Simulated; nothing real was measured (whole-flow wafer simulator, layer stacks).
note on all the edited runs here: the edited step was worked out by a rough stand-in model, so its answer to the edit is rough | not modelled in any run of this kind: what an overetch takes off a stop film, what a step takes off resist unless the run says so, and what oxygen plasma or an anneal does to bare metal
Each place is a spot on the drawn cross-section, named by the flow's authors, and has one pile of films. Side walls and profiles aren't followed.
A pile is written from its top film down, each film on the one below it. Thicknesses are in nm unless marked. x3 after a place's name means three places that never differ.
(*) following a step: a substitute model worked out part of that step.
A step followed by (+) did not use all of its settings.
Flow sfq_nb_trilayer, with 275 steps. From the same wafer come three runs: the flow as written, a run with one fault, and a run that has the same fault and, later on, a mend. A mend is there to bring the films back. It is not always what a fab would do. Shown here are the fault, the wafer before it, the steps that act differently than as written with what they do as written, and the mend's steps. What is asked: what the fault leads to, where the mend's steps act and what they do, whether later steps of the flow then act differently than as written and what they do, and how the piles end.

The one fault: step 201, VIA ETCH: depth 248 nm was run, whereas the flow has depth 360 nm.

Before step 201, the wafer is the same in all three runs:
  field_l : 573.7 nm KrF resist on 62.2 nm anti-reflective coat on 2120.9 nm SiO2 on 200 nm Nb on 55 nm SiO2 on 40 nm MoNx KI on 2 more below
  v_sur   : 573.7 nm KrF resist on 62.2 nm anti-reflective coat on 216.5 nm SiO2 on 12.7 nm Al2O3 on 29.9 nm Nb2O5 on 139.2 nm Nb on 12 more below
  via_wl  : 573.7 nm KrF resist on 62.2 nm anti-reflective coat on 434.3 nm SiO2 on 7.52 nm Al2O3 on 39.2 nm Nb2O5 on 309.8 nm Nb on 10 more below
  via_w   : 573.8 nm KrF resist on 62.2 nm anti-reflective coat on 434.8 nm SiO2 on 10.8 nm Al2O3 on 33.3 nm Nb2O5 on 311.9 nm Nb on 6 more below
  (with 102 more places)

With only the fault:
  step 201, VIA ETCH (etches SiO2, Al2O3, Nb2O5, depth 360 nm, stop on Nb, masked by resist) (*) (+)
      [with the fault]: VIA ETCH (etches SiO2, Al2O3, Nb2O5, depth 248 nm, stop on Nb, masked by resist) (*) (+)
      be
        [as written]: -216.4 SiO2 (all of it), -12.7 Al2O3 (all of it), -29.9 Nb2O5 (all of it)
        [with the fault]: -216.4 SiO2 (all of it), -12.7 Al2O3 (all of it), -19 Nb2O5
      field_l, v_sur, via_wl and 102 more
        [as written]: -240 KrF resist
        [with the fault]: -165.3 KrF resist
  Steps further on in the flow that do not act as written (not shown: 12 more steps that differ only slightly, by at most 2% or 0.5 nm, whichever is larger):
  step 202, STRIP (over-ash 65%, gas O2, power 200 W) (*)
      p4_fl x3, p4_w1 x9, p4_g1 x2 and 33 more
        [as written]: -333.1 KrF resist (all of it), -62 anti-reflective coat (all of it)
        [with the fault]: -407.8 KrF resist (all of it), -62 anti-reflective coat (all of it)
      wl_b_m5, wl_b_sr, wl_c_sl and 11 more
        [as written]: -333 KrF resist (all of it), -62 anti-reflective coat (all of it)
        [with the fault]: -407.7 KrF resist (all of it), -62 anti-reflective coat (all of it)
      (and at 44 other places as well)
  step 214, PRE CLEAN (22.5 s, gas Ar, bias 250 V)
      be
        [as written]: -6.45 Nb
        [with the fault]: -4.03 Nb2O5
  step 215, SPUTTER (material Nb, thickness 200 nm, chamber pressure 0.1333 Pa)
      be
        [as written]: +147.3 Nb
        [with the fault]: +150.4 Nb (new film)
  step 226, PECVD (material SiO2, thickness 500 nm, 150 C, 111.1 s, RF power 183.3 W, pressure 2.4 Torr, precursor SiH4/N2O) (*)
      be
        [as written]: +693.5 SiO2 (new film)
        [with the fault]: +677 SiO2 (new film)
  At be, the piles at the end differ from the flow's by more than 2% or 0.5 nm, whichever is larger.
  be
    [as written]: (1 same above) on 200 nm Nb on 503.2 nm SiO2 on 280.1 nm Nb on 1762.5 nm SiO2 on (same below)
    [with the fault]: (1 same above) on 200 nm Nb on 486.8 nm SiO2 on 150.4 nm Nb on 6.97 nm Nb2O5 on 139.2 nm Nb on 1762.5 nm SiO2 on (same below)

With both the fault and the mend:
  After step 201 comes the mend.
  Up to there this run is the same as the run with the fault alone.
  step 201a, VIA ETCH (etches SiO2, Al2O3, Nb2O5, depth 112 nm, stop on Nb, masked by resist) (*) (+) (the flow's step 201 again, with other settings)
      field_l, v_sur, via_wl and 102 more
        -74.7 KrF resist
      be
        -11 Nb2O5 (all of it)
  Every later step of the flow that is run acts as written at every place that is followed.
  The piles end the same as the flow's at every place that both follow.
